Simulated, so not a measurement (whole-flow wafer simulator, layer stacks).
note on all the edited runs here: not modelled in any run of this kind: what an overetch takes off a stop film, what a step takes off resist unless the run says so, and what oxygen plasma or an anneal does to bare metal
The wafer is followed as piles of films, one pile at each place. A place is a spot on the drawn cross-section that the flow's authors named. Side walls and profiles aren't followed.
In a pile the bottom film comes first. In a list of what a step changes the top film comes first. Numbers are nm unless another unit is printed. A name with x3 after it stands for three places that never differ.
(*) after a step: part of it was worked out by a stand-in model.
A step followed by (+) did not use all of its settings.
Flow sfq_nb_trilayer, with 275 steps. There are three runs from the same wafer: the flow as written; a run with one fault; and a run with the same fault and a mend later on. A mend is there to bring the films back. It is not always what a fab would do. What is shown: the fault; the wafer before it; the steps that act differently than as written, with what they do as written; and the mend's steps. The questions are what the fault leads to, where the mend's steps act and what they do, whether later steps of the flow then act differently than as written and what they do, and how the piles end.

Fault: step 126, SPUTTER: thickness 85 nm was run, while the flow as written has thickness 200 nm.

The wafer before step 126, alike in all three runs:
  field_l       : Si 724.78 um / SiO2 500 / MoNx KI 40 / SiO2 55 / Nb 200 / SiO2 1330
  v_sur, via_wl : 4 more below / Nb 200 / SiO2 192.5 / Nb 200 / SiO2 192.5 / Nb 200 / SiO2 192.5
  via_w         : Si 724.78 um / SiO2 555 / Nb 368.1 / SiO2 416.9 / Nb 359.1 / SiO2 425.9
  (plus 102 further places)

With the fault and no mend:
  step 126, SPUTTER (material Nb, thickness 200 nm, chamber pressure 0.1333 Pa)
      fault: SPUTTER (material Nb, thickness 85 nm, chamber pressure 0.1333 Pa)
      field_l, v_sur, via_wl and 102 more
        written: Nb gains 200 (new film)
        fault: Nb gains 85 (new film)
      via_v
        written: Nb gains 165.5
        fault: Nb gains 70
  Steps further on in the flow that do not act as written (not shown: 4 more steps that differ only slightly, by at most 2% or 0.5 nm, whichever is larger):
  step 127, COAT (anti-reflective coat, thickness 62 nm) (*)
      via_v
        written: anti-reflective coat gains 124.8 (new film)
        fault: anti-reflective coat gains 119 (new film)
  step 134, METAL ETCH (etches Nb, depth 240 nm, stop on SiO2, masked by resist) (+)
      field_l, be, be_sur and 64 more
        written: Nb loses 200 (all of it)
        fault: Nb loses 85 (all of it)
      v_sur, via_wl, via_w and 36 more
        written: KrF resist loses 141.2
        fault: KrF resist loses 75
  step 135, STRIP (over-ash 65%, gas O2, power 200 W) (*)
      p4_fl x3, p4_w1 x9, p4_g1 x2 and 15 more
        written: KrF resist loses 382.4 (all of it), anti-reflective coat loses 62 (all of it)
        fault: KrF resist loses 448.6 (all of it), anti-reflective coat loses 62 (all of it)
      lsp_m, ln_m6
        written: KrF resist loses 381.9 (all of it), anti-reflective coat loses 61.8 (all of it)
        fault: KrF resist loses 448.2 (all of it), anti-reflective coat loses 61.8 (all of it)
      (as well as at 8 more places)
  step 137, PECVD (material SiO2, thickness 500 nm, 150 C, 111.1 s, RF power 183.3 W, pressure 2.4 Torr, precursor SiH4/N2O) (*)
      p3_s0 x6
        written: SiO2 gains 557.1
        fault: SiO2 gains 500
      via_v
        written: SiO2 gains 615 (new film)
        fault: SiO2 gains 582.8 (new film)
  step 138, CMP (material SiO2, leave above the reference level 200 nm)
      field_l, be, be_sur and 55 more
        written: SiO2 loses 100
        fault: SiO2 loses 215
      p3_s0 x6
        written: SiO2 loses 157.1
        fault: SiO2 loses 215
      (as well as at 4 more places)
  At field_l, v_sur, via_wl and 103 more, the piles at the end differ from the flow's by more than 2% or 0.5 nm, whichever is larger.
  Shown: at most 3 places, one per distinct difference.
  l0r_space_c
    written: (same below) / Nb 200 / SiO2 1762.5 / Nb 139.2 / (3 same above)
    fault: (same below) / Nb 200 / SiO2 1647.5 / Nb 139.2 / (3 same above)
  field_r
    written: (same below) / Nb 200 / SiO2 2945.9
    fault: (same below) / Nb 200 / SiO2 2830.9
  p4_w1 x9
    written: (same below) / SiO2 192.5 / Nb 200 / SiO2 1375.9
    fault: (same below) / SiO2 192.5 / Nb 85 / SiO2 1375.9

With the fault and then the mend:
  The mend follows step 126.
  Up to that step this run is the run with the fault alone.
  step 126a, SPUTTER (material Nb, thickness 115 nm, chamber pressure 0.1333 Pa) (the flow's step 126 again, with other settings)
      field_l, v_sur, via_wl and 102 more
        Nb gains 115
      via_v
        Nb gains 94.9
  None of the later steps of the flow differs from how it acts as written, at any place that is followed, by more than 2% or 0.5 nm, whichever is larger.
  At the end the piles are close to the flow's at the places that both follow, differing by at most 2% or 0.5 nm, whichever is larger.
